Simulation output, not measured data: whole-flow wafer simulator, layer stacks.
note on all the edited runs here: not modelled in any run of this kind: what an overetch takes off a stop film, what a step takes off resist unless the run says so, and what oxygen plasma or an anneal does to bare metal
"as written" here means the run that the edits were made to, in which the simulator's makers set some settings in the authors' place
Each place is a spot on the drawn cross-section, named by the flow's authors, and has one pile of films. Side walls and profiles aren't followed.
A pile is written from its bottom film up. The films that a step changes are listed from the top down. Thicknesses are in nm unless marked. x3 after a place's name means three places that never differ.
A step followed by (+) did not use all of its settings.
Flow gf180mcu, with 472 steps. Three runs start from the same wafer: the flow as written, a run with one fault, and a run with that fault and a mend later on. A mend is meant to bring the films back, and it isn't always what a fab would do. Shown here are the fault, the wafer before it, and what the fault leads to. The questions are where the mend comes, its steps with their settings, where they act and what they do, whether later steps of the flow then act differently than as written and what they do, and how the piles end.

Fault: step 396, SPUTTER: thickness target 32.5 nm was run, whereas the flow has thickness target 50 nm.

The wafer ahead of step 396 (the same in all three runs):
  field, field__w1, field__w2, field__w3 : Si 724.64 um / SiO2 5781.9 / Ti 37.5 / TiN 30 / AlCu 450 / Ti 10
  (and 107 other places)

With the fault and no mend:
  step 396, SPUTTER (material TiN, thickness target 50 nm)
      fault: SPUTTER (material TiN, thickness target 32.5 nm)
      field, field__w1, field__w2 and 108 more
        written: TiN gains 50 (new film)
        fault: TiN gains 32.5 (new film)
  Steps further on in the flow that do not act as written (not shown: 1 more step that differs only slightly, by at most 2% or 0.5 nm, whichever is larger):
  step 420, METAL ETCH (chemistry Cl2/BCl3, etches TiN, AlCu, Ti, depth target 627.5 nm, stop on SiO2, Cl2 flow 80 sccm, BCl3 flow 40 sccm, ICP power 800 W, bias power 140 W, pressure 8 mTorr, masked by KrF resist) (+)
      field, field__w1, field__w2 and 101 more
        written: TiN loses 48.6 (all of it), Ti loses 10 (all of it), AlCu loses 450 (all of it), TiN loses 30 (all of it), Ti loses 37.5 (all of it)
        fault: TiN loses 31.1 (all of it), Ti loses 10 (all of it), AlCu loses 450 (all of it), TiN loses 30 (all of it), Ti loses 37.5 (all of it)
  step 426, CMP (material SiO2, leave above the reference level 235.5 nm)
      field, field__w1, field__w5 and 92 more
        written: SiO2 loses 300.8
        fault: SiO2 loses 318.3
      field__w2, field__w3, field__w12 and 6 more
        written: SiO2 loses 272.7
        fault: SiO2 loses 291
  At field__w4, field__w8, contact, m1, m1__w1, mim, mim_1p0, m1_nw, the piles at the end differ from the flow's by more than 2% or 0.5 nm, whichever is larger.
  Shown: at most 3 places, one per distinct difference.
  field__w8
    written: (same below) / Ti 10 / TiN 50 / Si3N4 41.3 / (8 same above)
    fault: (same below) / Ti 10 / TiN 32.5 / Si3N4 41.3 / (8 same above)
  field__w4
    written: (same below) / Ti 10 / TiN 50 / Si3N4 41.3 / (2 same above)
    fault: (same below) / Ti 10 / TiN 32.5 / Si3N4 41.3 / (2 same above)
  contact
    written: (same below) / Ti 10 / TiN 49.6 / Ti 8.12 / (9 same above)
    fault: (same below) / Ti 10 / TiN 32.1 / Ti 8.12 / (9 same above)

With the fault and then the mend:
  The mend stands after step 396.
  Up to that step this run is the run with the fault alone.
  step 396a, SPUTTER (material TiN, thickness target 17.5 nm) (a further turn of the flow's step 396, with different settings)
      field, field__w1, field__w2 and 108 more
        TiN gains 17.5
  Every later step of the flow that is run acts as written at every place that is followed.
  At every place that both follow, the piles at the end match the flow's.
